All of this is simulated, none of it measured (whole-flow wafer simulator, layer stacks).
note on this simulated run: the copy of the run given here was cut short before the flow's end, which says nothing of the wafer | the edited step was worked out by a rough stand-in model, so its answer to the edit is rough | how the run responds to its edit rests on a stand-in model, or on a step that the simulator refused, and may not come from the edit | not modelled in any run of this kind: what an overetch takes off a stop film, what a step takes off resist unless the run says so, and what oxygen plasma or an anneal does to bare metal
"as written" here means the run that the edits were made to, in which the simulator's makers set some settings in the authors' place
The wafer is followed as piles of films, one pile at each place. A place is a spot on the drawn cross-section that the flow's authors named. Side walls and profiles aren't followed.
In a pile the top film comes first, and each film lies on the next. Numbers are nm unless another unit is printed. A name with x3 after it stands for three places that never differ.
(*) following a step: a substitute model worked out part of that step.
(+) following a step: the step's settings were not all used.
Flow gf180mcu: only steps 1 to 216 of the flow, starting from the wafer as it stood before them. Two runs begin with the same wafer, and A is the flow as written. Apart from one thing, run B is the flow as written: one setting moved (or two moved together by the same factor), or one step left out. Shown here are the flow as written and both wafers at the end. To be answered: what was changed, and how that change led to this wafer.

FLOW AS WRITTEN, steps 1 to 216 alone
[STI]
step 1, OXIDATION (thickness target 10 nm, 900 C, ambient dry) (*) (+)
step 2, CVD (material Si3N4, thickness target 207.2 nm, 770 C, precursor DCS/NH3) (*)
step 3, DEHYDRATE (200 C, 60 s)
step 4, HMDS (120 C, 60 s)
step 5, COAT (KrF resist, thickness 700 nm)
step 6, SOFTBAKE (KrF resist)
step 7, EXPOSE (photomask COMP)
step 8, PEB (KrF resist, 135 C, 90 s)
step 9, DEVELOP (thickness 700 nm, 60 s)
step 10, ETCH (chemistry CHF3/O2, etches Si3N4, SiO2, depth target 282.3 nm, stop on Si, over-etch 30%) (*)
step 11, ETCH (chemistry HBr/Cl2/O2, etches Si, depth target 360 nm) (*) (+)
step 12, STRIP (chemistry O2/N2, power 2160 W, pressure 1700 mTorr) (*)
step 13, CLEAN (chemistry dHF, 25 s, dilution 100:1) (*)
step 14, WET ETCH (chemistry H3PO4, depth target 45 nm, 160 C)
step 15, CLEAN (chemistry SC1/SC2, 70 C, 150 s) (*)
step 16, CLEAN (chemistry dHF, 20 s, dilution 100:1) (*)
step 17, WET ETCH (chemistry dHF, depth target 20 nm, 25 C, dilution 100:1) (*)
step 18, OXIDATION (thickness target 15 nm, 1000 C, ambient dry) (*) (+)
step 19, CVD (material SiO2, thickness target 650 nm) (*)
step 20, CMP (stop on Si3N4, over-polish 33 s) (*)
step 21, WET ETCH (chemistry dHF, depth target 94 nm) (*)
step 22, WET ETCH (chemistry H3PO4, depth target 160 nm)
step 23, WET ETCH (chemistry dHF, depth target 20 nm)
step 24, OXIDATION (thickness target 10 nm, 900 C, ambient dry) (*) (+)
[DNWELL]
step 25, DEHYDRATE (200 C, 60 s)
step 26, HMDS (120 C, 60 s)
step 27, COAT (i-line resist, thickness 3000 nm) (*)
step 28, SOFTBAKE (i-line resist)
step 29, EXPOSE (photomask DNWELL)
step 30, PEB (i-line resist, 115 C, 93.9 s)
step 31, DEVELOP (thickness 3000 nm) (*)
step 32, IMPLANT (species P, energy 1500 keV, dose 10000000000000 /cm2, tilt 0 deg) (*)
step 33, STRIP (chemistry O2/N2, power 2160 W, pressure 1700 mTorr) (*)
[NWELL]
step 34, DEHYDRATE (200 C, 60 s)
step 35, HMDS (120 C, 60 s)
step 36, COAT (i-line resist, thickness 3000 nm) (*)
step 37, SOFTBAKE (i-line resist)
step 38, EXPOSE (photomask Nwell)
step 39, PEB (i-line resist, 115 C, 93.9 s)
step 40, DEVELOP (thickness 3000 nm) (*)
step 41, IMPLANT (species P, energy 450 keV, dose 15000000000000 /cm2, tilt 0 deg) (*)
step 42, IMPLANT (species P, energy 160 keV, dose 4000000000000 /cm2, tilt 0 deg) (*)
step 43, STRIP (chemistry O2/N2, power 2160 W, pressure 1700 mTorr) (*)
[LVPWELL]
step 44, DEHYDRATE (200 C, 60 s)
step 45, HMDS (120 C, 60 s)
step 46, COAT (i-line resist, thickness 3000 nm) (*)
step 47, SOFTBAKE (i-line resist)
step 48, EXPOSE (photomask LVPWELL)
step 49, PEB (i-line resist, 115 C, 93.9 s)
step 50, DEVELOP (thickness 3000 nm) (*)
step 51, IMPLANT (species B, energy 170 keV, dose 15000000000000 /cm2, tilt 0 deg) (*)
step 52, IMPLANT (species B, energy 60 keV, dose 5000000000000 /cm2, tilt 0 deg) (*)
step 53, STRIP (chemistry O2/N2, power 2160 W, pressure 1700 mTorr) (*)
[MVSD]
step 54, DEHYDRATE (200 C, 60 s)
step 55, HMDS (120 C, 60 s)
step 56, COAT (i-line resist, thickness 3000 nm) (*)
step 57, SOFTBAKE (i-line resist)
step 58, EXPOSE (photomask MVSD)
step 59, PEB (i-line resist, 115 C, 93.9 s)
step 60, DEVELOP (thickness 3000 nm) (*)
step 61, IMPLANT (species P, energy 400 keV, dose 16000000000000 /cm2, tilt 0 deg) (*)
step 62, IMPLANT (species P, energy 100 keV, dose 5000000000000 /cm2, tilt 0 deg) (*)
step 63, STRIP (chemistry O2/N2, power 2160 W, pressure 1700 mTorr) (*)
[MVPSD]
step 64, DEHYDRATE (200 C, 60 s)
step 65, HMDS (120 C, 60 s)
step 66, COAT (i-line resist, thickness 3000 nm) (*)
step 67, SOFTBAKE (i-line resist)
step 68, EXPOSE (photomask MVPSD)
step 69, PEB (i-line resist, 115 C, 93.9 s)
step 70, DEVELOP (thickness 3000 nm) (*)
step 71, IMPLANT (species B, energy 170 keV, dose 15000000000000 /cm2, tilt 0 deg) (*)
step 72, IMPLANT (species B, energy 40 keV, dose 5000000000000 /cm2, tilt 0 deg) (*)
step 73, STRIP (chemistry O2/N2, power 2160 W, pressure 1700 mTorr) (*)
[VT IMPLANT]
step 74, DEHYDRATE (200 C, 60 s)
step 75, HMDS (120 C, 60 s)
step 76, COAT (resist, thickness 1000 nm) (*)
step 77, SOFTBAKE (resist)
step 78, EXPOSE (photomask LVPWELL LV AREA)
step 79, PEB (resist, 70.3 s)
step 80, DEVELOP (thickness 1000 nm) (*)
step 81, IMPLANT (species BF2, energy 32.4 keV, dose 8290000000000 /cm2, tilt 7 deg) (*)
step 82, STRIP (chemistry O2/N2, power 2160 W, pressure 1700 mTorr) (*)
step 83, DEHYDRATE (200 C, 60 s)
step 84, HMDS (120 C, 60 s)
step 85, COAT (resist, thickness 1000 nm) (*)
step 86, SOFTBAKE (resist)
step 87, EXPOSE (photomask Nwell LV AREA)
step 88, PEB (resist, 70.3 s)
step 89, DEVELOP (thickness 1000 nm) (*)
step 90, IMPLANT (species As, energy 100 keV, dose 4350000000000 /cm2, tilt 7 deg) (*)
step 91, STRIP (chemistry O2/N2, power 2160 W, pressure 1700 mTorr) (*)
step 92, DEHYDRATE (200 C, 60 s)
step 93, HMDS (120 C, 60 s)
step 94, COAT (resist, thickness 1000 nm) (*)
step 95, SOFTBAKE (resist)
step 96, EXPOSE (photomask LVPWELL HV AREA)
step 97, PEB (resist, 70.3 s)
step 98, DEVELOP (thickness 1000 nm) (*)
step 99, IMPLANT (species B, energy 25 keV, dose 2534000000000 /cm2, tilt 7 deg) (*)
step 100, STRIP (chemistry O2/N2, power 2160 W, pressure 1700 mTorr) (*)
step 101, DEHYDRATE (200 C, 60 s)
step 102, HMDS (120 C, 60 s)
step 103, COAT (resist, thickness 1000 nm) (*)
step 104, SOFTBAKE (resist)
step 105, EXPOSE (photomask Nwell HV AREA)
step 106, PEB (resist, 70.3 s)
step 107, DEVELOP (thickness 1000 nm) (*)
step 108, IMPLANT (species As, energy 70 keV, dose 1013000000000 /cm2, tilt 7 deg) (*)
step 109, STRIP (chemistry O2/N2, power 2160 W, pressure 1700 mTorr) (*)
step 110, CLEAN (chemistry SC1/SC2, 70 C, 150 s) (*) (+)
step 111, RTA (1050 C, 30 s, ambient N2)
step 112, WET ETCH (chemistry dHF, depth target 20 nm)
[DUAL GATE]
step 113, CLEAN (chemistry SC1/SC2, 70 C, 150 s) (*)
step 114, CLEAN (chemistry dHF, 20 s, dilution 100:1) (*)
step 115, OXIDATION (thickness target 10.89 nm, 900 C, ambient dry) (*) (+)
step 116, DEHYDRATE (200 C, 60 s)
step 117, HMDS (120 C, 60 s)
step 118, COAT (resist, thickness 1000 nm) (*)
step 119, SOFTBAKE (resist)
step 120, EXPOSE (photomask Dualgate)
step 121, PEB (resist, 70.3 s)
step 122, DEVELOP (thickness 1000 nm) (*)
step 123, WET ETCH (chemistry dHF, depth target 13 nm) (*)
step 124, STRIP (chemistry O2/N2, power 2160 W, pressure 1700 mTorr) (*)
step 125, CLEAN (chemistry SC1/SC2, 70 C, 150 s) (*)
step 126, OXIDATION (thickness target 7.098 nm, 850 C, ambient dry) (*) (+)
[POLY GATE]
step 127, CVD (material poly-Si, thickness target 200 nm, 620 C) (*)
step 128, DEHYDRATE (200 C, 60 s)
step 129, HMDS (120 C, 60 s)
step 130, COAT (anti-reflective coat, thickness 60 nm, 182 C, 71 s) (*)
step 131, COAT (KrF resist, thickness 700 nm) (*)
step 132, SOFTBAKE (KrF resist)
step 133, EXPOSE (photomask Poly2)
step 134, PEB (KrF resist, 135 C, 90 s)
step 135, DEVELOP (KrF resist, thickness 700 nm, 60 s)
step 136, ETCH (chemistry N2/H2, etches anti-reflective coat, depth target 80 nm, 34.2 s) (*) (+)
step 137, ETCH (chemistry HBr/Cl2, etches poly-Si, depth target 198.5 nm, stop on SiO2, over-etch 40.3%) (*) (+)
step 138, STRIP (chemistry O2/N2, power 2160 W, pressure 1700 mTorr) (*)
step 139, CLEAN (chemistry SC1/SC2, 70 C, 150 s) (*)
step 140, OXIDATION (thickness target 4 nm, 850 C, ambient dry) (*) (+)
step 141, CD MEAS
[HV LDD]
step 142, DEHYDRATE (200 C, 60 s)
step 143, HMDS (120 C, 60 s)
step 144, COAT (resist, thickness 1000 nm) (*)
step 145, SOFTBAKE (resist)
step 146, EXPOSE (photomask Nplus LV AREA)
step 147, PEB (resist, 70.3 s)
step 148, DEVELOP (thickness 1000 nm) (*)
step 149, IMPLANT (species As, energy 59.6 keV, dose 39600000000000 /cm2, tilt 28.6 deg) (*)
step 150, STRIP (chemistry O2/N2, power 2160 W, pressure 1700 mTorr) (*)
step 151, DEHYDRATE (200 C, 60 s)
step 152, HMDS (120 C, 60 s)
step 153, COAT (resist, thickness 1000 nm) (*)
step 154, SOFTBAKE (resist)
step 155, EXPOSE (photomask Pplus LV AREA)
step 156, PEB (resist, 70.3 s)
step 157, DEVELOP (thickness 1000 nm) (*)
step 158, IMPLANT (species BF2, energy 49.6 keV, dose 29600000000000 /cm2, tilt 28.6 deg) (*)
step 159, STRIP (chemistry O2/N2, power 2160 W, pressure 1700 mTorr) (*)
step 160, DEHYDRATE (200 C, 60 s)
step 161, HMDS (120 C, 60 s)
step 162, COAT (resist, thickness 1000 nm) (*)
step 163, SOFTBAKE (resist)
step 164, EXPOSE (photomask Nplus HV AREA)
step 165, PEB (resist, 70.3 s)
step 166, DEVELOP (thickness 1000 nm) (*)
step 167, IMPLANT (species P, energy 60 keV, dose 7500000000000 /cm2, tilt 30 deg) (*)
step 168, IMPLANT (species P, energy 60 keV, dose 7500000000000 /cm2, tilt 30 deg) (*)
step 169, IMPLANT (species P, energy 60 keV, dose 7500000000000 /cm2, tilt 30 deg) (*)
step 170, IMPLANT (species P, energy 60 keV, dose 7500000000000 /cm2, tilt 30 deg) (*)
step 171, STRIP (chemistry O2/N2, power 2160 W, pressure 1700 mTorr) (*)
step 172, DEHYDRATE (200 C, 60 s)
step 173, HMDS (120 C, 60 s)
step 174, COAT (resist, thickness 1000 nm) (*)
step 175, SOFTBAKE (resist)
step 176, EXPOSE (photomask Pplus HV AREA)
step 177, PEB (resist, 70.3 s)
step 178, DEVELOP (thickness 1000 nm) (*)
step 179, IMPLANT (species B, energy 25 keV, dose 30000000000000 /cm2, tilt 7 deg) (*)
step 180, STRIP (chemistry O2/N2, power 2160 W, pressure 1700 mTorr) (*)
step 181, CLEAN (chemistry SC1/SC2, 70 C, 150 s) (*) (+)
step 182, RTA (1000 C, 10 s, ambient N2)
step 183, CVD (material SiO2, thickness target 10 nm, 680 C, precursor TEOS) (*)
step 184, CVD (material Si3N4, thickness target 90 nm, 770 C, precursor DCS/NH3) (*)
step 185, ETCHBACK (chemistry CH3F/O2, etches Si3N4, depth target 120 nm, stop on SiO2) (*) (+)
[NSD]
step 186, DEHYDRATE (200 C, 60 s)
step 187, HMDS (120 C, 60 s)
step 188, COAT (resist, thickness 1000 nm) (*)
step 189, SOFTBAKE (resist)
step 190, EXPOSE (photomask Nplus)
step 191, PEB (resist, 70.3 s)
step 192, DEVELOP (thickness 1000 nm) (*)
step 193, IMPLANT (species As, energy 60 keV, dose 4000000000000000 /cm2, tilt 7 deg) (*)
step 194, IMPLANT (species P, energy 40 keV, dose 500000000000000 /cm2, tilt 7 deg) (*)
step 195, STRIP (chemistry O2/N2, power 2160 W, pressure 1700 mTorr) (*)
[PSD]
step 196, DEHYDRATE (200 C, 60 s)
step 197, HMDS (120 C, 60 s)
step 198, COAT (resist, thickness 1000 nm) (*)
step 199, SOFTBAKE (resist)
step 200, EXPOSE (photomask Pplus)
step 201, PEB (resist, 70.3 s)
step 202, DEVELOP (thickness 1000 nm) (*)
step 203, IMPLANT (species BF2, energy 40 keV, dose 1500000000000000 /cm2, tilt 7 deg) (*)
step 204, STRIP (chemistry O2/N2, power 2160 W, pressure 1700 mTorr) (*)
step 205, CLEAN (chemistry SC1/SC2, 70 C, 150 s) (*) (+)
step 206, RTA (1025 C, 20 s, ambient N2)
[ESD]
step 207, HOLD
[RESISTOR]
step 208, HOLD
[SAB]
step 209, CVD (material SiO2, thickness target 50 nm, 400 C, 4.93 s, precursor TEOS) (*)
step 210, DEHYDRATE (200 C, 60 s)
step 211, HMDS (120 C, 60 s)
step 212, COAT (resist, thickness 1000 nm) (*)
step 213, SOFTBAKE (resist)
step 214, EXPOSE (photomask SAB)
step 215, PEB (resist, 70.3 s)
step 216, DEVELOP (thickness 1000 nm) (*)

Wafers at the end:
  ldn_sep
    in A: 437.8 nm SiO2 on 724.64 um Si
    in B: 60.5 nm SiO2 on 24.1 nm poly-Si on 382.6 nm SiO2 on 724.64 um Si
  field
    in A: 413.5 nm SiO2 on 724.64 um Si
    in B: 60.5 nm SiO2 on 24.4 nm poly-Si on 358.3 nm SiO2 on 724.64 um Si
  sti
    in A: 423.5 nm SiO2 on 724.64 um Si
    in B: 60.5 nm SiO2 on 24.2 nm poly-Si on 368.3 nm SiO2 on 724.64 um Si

What caused this: step 127, CVD: thickness target 306 nm was run, while the flow as written has thickness target 200 nm.

Step by step, how the change led to this:
  step 127, CVD (material poly-Si, thickness target 200 nm, 620 C) (*)
      field, field__w1, field__w2 and 89 more: A poly-Si gains 200 (new film) | B poly-Si gains 306 (new film)
  step 137, ETCH (chemistry HBr/Cl2, etches poly-Si, depth target 198.5 nm, stop on SiO2, over-etch 40.3%) (*) (+)
      field__w3, field__w12, field_sub and 14 more: A poly-Si loses 199 (all of it), SiO2 loses 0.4 | B poly-Si loses 278.5
      field__w6, sti, m1 and 11 more: A poly-Si loses 198.8 (all of it), SiO2 loses 0.4 | B poly-Si loses 278.5
      (as well as at 33 more places)
  step 138, STRIP (chemistry O2/N2, power 2160 W, pressure 1700 mTorr) (*)
      field, field__w1, field__w2 and 61 more: A nothing | B chemical SiO2 gains 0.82 (new film), poly-Si loses 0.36
  step 139, CLEAN (chemistry SC1/SC2, 70 C, 150 s) (*)
      field, field__w1, field__w2 and 34 more: A SiO2 loses 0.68 | B chemical SiO2 loses 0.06, poly-Si loses 0.27
  step 140, OXIDATION (thickness target 4 nm, 850 C, ambient dry) (*) (+)
      field, field__w1, field__w2 and 21 more: A SiO2 gains 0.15, Si loses 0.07 | B SiO2 gains 4 (new film), chemical SiO2 loses 0.76 (all of it), poly-Si loses 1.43
      active_hv, active_nat, ld_sd_n and 11 more: A SiO2 gains 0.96, Si loses 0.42 | B SiO2 gains 4 (new film), chemical SiO2 loses 0.76 (all of it), poly-Si loses 1.43
      (as well as at 26 more places)
  step 144, COAT (resist, thickness 1000 nm) (*)
      polyc_n, polyc_p: A resist gains 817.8 (new film) | B resist gains 753.9 (new film)
      field_sub__w4: A resist gains 1047.7 (new film) | B resist gains 1070.5 (new film)
      (as well as at 30 more places)
  step 145, SOFTBAKE (resist)
      active_hv: A resist gains 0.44 | B resist loses 1.47
      nw_enc_fld_lv__w3: A resist gains 2.63 | B resist loses 1.65
      (as well as at 73 more places)
  step 147, PEB (resist, 70.3 s)
      polyc_n, polyc_n_rim, polyc_p, polyc_p_rim: A resist loses 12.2 | B resist loses 11
      ldn_ch, ldn_acc, ldp_ch, ldp_acc: A resist loses 13 | B resist loses 11.9
      (as well as at 27 more places)
  step 148, DEVELOP (thickness 1000 nm) (*)
      gate: A resist loses 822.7 (all of it) | B resist loses 758.4 (all of it)
      npoly_u: A resist loses 821.5 (all of it) | B resist loses 759.2 (all of it)
      (as well as at 3 more places)
  step 150, STRIP (chemistry O2/N2, power 2160 W, pressure 1700 mTorr) (*)
      field_sub__w4: A resist loses 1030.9 (all of it) | B resist loses 1053.3 (all of it)
      gate_hv: A resist loses 824.2 (all of it) | B resist loses 763.6 (all of it)
      (as well as at 25 more places)
  step 153, COAT (resist, thickness 1000 nm) (*)
      polyc_n, polyc_p: A resist gains 817.8 (new film) | B resist gains 753.9 (new film)
      field_sub__w4: A resist gains 1047.7 (new film) | B resist gains 1070.5 (new film)
      (as well as at 30 more places)
  step 154, SOFTBAKE (resist)
      active_hv: A resist gains 0.44 | B resist loses 1.47
      nw_enc_fld_lv__w3: A resist gains 2.63 | B resist loses 1.65
      (as well as at 73 more places)
  step 156, PEB (resist, 70.3 s)
      polyc_n, polyc_n_rim, polyc_p, polyc_p_rim: A resist loses 12.2 | B resist loses 11
      ldn_ch, ldn_acc, ldp_ch, ldp_acc: A resist loses 13 | B resist loses 11.9
      (as well as at 27 more places)
  step 157, DEVELOP (thickness 1000 nm) (*)
      gate_p: A resist loses 828.7 (all of it) | B resist loses 765.8 (all of it)
      ppoly_u: A resist loses 827 (all of it) | B resist loses 767 (all of it)
      (as well as at 3 more places)
  step 159, STRIP (chemistry O2/N2, power 2160 W, pressure 1700 mTorr) (*)
      field_sub__w4: A resist loses 1030.9 (all of it) | B resist loses 1053.3 (all of it)
      gate: A resist loses 822.7 (all of it) | B resist loses 758.4 (all of it)
      (as well as at 25 more places)
  step 162, COAT (resist, thickness 1000 nm) (*)
      polyc_n, polyc_p: A resist gains 817.8 (new film) | B resist gains 753.9 (new film)
      field_sub__w4: A resist gains 1047.7 (new film) | B resist gains 1070.5 (new film)
      (as well as at 30 more places)
  ... 23 further steps ...
  step 216, DEVELOP (thickness 1000 nm) (*)
      field__w3, field__w12: A resist loses 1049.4 (all of it) | B resist loses 1072.8 (all of it)
      field__w2: A resist loses 1035.2 (all of it) | B resist loses 1059 (all of it)
      (as well as at 43 more places)
